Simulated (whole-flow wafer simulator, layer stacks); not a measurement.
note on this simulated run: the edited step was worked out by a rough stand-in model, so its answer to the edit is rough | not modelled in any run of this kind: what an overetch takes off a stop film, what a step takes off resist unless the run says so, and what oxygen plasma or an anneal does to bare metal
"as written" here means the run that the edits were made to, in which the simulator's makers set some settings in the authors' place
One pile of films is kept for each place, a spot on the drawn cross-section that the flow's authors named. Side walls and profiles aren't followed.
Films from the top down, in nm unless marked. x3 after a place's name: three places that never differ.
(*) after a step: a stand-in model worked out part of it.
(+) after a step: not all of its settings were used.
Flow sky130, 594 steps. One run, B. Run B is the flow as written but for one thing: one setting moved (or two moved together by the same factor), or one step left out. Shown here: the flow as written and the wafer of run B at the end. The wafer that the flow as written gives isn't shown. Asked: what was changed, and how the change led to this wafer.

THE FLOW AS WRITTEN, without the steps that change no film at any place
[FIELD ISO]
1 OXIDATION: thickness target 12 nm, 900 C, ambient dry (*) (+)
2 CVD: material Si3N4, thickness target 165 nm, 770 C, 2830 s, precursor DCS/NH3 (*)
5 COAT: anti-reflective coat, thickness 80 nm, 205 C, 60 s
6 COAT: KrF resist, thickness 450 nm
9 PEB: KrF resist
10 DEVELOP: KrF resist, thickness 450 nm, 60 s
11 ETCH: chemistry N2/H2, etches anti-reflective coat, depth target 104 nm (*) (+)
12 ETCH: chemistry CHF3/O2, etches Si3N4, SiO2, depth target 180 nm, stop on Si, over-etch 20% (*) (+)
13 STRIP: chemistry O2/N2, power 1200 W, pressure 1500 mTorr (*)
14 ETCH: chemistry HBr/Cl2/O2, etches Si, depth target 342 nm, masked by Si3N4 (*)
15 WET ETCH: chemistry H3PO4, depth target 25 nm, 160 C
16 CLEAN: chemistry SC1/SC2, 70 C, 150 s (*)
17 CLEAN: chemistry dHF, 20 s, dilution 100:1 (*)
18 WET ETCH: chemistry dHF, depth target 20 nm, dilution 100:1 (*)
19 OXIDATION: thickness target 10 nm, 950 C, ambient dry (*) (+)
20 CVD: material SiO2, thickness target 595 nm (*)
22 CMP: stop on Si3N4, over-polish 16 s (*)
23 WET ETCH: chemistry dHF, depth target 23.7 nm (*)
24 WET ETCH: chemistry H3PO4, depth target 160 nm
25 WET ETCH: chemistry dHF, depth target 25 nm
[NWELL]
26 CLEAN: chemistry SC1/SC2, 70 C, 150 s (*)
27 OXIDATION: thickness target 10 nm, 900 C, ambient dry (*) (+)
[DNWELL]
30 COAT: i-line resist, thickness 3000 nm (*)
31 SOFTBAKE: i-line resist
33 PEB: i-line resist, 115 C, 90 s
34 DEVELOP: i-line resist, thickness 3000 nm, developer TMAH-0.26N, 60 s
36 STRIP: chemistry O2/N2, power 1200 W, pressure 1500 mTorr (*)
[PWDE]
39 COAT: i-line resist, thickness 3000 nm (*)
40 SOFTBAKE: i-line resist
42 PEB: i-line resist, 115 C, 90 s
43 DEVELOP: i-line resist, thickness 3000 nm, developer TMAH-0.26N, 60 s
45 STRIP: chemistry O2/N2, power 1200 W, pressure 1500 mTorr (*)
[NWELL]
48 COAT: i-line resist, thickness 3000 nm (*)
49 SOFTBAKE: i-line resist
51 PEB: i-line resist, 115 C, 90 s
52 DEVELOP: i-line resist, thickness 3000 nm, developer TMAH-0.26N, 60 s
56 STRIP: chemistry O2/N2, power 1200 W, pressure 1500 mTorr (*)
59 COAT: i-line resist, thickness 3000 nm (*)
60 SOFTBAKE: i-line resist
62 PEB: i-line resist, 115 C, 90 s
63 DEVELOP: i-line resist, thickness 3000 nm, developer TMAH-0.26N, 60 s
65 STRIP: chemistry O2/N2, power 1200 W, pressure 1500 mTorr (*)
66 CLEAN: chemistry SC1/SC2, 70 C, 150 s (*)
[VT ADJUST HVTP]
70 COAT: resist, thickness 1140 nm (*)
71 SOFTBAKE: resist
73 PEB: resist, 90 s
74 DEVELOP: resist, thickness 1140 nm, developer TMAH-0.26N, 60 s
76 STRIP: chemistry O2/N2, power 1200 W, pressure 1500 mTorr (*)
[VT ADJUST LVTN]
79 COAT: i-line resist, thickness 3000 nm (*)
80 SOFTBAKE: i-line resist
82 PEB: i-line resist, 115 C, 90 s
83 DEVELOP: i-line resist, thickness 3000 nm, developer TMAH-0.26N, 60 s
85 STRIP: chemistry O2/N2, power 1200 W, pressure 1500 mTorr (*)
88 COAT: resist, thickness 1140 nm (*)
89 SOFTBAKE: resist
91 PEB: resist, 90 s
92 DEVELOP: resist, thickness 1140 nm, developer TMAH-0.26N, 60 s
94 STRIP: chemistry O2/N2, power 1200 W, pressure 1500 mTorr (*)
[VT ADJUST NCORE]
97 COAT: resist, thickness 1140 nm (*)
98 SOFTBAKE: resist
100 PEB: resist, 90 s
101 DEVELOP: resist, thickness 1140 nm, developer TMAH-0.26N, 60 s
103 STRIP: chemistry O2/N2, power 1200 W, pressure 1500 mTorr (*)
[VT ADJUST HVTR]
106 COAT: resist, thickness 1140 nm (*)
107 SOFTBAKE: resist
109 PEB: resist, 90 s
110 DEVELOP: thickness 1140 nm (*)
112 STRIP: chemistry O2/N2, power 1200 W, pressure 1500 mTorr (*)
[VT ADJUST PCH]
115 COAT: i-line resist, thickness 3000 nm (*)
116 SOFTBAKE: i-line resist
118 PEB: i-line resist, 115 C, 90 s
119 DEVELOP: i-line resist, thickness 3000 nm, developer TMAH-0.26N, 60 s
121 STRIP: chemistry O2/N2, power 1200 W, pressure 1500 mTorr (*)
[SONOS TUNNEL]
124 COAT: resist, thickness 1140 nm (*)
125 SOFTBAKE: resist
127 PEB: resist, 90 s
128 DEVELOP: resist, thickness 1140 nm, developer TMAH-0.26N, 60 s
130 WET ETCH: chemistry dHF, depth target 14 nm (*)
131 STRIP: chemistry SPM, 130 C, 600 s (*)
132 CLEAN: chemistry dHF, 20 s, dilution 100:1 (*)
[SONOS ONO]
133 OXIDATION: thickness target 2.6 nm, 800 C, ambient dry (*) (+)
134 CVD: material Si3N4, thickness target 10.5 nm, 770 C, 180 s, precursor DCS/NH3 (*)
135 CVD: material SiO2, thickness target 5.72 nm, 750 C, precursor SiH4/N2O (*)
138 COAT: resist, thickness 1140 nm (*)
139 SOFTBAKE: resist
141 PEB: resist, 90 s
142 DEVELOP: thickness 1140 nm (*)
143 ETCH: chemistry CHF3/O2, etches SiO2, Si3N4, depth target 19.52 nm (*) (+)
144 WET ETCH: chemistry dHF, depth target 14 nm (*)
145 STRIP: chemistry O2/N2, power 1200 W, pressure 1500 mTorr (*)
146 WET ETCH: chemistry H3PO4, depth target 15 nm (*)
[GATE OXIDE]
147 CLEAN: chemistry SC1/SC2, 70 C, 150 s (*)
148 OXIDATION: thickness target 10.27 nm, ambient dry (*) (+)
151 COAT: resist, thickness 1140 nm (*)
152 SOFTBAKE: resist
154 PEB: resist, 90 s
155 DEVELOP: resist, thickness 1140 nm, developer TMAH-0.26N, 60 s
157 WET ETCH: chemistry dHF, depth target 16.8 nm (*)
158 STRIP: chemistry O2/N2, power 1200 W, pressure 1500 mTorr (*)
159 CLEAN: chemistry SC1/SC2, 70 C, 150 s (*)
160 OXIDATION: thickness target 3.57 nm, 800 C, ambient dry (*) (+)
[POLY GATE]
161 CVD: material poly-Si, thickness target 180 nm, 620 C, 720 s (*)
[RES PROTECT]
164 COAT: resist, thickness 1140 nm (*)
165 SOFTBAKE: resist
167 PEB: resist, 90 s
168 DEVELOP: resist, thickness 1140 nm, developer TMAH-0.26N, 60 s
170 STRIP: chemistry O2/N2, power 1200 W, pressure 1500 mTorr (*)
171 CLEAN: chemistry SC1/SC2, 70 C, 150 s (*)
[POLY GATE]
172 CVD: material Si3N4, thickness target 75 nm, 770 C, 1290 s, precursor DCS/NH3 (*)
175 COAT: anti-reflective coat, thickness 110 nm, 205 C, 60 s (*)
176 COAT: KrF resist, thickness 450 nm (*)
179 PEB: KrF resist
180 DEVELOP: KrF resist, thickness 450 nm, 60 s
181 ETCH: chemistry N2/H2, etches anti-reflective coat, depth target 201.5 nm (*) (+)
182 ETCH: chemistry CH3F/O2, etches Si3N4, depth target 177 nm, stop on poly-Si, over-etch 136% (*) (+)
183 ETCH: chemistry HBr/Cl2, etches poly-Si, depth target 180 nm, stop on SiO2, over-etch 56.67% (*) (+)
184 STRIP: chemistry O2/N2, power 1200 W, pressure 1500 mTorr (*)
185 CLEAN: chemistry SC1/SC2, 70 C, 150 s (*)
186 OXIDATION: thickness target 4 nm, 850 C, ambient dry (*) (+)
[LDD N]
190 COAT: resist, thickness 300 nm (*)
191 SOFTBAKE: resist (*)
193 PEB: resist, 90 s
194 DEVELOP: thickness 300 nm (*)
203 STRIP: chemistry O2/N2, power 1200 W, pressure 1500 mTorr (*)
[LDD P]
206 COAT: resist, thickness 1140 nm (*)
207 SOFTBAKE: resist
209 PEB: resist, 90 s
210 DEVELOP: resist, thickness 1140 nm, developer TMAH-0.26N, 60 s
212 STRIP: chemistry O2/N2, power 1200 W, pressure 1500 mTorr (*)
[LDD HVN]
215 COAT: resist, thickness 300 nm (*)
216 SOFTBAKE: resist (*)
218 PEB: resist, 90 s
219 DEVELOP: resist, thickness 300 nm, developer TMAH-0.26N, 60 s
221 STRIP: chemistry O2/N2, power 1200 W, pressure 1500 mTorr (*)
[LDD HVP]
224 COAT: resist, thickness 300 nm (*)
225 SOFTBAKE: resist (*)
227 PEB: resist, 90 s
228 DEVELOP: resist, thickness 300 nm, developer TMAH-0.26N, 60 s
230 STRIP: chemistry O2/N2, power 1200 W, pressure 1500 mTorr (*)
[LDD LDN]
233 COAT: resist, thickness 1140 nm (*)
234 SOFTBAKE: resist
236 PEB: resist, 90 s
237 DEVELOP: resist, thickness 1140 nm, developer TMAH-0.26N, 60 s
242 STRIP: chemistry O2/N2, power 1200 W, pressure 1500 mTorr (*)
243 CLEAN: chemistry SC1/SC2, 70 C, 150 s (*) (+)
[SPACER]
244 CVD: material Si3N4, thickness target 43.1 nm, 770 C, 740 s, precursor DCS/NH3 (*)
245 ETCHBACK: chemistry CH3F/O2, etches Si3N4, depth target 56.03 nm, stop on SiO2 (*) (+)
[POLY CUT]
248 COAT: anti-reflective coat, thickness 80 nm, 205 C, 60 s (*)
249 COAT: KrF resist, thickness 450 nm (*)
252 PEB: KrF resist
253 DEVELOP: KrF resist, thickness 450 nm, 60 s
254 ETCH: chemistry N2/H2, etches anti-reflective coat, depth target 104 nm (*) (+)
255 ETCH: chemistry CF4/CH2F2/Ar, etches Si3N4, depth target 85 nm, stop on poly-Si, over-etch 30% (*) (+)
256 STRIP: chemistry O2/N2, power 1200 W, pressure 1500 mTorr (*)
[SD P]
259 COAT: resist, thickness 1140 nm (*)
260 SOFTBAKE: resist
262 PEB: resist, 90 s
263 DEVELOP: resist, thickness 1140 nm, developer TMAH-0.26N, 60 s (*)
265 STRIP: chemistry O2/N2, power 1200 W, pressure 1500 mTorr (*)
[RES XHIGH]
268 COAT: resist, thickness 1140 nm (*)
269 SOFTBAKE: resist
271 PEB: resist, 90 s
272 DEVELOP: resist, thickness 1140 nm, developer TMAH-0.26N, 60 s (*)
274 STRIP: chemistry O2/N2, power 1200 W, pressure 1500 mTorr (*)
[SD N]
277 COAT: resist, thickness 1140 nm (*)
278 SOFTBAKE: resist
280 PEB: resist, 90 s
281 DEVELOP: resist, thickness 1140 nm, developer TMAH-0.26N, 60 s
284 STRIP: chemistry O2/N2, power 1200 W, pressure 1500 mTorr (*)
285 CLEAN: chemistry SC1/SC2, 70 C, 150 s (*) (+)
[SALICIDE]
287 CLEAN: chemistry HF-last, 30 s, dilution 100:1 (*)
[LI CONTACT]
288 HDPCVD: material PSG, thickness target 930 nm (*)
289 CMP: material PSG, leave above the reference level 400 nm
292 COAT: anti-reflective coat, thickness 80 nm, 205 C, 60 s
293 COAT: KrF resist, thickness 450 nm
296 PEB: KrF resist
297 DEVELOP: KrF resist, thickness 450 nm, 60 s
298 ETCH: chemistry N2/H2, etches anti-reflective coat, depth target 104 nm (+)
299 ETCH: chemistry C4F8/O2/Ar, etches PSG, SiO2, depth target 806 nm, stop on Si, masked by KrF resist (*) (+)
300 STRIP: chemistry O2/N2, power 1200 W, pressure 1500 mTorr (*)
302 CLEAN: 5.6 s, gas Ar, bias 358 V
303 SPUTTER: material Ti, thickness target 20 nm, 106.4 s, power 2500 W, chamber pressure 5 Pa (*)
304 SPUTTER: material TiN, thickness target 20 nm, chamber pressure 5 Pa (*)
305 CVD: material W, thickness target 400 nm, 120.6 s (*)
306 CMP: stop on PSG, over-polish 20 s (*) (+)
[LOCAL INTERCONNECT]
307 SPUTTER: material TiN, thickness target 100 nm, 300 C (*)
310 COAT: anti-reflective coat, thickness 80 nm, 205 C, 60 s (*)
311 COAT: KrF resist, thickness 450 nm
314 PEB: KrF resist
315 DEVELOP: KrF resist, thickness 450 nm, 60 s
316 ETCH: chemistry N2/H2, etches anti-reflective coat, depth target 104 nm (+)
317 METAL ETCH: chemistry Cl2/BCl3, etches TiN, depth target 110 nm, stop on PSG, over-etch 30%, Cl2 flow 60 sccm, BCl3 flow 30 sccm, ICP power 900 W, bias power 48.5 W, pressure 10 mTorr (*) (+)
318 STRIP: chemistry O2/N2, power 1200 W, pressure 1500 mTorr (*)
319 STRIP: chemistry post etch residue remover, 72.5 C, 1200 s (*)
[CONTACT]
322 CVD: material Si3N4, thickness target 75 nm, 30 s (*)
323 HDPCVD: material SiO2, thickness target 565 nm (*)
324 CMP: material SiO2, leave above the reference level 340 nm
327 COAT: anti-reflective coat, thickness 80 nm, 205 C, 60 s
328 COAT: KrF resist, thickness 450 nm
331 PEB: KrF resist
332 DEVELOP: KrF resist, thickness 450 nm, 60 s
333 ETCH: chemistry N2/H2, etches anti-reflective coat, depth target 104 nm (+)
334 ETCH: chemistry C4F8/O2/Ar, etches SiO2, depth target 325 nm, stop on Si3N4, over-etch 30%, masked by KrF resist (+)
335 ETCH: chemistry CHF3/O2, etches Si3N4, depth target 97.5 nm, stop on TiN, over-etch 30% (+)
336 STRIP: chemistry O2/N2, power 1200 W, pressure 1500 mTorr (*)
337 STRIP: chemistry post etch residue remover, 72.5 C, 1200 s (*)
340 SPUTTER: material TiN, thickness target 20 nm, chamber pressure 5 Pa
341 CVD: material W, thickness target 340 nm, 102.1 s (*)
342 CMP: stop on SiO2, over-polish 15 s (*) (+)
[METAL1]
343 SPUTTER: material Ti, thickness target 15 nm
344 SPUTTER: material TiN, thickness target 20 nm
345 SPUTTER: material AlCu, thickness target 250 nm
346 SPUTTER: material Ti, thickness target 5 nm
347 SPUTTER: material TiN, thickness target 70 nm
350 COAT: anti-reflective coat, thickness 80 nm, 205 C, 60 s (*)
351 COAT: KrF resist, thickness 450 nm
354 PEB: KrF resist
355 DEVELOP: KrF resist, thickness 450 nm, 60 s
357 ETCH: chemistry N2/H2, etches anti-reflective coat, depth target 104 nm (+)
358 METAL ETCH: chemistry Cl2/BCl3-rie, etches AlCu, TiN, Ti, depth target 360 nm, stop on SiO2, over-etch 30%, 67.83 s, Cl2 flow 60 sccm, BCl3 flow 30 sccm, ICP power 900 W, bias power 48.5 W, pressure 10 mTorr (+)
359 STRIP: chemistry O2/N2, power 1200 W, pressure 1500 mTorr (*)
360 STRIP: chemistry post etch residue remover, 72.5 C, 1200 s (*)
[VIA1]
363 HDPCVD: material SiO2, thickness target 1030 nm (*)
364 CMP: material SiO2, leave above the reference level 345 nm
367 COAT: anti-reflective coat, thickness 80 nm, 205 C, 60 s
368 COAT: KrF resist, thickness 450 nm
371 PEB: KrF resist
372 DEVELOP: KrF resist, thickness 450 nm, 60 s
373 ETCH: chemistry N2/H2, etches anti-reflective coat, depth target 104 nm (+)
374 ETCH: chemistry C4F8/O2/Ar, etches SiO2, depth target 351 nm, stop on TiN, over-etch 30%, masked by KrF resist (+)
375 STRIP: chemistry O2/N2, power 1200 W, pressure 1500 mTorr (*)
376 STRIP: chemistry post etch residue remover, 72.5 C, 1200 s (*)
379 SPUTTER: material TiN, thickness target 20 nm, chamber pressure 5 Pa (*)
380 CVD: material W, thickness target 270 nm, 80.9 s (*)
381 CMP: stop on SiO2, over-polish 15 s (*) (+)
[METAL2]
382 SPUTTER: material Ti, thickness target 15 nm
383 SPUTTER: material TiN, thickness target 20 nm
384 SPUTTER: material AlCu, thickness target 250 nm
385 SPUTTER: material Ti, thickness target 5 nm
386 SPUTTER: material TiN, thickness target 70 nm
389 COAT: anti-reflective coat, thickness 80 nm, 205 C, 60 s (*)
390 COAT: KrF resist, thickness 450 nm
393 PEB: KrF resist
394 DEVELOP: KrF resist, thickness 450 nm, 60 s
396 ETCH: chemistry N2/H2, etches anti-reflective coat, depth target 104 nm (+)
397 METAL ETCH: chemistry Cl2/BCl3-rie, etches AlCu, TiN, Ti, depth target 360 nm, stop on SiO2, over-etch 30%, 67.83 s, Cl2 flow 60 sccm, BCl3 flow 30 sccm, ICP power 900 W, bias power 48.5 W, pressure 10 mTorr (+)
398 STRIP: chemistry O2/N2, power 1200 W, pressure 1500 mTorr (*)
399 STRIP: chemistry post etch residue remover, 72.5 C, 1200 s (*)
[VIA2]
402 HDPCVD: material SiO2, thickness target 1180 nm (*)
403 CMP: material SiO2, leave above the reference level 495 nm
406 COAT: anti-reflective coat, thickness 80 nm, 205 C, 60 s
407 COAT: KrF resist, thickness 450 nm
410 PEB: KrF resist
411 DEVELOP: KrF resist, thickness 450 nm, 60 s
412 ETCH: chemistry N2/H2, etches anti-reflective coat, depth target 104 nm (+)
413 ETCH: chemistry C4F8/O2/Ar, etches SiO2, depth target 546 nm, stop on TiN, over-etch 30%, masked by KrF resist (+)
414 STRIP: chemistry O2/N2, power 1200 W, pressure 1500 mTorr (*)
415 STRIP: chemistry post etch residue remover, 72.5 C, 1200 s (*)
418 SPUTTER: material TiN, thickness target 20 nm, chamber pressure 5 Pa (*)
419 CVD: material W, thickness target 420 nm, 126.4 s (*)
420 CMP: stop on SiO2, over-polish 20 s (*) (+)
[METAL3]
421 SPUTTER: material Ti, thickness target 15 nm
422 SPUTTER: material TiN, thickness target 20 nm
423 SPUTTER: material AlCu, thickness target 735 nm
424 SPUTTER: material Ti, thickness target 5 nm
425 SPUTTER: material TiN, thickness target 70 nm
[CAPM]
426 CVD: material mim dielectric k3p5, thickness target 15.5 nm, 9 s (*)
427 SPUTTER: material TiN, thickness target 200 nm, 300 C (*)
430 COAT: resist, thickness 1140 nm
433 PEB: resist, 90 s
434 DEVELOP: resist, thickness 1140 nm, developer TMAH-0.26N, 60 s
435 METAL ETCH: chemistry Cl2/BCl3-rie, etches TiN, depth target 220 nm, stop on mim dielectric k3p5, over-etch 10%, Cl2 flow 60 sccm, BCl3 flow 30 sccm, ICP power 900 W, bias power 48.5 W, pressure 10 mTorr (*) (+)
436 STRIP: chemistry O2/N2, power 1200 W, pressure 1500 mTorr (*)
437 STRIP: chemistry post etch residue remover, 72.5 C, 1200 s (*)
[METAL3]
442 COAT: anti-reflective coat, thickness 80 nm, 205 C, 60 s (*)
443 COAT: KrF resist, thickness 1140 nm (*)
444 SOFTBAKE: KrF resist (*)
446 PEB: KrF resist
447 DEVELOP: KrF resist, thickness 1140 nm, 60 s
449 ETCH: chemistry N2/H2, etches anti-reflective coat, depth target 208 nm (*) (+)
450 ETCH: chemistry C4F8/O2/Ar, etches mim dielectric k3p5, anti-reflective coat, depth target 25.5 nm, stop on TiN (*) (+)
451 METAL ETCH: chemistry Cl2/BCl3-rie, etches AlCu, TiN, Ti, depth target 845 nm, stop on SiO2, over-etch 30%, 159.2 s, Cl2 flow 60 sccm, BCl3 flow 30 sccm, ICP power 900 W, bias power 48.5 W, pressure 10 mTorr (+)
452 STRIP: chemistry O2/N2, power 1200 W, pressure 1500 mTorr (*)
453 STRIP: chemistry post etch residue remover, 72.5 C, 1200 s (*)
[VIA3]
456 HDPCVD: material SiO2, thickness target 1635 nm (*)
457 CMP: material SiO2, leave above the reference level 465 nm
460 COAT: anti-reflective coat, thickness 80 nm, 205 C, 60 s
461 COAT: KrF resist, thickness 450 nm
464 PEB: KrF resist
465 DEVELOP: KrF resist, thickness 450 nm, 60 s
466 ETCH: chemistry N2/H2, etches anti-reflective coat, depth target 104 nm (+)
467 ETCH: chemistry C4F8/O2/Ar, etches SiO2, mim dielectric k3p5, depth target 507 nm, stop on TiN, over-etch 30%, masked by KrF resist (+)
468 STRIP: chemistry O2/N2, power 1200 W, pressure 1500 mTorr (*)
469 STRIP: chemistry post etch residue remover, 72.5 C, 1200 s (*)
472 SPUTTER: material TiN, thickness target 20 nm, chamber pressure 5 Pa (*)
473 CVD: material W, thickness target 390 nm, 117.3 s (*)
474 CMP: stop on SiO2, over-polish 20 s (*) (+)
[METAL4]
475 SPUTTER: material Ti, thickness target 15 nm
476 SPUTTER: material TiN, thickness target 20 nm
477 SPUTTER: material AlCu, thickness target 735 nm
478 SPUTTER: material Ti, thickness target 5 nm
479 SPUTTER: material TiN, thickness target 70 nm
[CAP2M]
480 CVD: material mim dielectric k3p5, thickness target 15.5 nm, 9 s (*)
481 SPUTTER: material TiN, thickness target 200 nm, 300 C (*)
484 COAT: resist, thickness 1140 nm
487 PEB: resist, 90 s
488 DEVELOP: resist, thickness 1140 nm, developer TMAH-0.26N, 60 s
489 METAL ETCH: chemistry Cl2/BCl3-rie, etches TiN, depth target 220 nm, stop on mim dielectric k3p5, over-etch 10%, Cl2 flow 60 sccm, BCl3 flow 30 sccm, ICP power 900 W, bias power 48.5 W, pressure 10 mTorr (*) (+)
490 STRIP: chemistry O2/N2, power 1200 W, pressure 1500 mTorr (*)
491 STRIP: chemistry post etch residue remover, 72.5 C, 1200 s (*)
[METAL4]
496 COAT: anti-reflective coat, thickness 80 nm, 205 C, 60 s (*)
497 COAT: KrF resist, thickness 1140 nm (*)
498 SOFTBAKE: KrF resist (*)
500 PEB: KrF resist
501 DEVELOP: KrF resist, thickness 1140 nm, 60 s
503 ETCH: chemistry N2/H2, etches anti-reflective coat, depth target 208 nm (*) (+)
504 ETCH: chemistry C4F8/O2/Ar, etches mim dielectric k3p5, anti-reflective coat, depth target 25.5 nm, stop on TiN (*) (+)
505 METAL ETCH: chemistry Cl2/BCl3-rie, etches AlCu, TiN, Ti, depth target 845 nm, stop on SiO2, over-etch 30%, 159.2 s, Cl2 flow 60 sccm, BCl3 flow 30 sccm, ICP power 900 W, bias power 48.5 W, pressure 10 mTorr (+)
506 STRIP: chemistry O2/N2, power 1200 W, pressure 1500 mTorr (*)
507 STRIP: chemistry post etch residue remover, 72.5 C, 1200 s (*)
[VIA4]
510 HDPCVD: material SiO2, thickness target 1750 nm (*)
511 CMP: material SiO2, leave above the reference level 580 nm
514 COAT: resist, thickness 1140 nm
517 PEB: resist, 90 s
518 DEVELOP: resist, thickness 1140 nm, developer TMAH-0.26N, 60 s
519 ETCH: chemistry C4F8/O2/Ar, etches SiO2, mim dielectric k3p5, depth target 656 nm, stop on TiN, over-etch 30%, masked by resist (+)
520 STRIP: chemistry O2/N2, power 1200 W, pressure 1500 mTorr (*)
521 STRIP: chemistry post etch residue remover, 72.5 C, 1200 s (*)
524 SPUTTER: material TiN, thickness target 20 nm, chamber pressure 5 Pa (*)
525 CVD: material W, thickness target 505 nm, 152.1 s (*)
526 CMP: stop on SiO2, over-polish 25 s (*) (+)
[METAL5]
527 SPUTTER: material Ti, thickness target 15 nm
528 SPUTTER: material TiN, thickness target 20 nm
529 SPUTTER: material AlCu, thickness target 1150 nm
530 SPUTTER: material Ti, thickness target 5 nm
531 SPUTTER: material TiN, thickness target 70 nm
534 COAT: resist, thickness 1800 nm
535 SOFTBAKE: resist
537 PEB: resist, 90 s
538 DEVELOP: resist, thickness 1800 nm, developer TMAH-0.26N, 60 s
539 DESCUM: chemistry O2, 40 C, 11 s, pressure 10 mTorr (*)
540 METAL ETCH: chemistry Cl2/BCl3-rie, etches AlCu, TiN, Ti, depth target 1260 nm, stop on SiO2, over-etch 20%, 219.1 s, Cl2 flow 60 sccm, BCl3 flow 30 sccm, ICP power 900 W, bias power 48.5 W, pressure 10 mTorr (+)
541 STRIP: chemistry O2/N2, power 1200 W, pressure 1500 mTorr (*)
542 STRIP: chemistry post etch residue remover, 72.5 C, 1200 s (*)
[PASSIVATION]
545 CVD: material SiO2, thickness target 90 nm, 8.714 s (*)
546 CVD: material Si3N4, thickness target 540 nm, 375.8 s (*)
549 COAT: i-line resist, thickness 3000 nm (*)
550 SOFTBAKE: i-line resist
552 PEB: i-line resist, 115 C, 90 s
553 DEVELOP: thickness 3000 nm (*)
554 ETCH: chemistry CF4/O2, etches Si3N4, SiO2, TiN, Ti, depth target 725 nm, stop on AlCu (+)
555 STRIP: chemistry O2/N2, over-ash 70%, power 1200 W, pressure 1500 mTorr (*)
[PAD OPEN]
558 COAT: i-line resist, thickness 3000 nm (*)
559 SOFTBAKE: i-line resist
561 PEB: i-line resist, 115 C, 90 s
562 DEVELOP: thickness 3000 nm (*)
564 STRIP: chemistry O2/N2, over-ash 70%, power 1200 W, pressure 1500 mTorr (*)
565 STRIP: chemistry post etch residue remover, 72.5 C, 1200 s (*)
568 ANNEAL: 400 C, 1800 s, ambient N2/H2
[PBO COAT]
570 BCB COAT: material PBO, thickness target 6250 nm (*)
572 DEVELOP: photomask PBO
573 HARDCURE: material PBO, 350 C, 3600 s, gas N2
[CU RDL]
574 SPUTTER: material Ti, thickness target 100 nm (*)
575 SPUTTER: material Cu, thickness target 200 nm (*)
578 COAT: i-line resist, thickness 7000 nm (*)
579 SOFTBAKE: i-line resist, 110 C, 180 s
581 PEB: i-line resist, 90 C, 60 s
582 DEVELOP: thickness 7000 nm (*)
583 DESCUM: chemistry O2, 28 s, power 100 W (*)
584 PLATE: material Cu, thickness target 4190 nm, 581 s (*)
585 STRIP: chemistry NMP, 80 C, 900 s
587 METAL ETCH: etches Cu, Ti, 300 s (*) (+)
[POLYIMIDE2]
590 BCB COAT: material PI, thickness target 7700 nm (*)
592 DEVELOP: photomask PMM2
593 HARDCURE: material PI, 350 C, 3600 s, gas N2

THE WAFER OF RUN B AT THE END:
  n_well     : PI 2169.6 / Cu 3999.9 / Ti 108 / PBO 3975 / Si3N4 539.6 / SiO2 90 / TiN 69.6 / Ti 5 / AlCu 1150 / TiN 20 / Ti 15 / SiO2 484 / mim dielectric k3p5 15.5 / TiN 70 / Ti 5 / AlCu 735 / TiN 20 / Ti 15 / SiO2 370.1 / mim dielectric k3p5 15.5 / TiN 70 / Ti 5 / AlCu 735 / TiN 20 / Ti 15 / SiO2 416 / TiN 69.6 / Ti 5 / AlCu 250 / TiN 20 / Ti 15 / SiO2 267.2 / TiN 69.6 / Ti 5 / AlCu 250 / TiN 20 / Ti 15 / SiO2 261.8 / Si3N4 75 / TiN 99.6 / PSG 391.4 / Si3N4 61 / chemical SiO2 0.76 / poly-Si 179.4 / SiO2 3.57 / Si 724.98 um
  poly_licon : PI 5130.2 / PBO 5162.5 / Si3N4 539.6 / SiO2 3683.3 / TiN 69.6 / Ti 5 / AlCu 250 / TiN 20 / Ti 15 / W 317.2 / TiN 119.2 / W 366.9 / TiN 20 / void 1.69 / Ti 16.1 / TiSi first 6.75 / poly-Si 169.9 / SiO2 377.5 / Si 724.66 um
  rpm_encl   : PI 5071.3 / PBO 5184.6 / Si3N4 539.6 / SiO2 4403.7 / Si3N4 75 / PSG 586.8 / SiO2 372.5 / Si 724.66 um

The cause: step 574, SPUTTER: thickness target 108 nm was run, where the flow has thickness target 100 nm.
It can be read off the wafer: n_well has Ti 108, and step 574 as written asks for 100 nm.

How the change led to this, step by step:
  574 SPUTTER: material Ti, thickness target 100 nm (*)
      field, active, n_well and 190 more: Ti +108 (new film) (as written it would be: Ti +100 (new film))
  587 METAL ETCH: etches Cu, Ti, 300 s (*) (+)
      field, active, gate and 167 more: Cu -200 (all of it), Ti -108 (all of it) (as written it would be: Cu -200 (all of it), Ti -100 (all of it))
  590 BCB COAT: material PI, thickness target 7700 nm (*)
      de16_gate_nw: PI +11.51 um (new film) (as written it would be: PI +11.5 um (new film))
